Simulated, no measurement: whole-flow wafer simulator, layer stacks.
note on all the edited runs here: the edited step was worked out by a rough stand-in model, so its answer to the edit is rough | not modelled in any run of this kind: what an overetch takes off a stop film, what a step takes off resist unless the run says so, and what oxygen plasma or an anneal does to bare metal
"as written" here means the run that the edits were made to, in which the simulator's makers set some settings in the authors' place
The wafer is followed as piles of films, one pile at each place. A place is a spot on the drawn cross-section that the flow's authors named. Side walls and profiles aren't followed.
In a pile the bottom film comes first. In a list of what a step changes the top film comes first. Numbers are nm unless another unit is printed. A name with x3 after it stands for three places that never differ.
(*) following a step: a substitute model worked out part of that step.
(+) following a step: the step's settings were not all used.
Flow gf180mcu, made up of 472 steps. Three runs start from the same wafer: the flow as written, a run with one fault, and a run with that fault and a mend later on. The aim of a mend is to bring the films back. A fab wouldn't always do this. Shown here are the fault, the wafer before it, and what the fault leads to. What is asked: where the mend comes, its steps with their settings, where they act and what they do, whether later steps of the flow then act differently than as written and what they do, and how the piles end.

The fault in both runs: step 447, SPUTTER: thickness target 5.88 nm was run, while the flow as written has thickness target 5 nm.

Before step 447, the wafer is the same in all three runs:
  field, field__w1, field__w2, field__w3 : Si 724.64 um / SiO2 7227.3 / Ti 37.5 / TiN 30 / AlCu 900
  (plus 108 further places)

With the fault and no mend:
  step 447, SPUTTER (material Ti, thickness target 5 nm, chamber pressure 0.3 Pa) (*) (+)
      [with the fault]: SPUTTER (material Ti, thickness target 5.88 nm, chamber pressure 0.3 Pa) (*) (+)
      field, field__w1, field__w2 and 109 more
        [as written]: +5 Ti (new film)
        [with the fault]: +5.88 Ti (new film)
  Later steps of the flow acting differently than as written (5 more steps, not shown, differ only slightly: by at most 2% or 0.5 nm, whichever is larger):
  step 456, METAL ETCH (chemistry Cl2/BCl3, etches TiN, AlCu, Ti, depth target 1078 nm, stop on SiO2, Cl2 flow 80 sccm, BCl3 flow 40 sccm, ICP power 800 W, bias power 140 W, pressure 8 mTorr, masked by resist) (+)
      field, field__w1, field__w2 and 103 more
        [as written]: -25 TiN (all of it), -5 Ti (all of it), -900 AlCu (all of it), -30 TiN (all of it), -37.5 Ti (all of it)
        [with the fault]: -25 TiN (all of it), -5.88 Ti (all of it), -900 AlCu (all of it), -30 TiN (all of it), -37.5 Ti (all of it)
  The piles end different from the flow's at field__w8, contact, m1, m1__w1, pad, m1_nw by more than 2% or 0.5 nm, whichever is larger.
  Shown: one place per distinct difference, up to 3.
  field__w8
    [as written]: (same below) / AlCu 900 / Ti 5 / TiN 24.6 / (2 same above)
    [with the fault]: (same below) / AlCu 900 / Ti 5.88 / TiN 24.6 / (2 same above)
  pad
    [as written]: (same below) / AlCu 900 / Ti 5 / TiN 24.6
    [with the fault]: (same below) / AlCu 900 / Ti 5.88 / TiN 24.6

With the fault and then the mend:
  After step 447 comes the mend.
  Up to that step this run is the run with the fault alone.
  step 447a, METAL ETCH (chemistry Cl2/BCl3, etches TiN, AlCu, Ti, depth target 0.88 nm, Cl2 flow 80 sccm, BCl3 flow 40 sccm, ICP power 800 W, bias power 140 W, pressure 8 mTorr) (the flow's step 260 again, with other settings)
      field, field__w1, field__w2 and 109 more
        -0.88 Ti
  None of the later steps of the flow acts differently than as written at any place that is followed.
  The piles end the same as the flow's at every place that both follow.
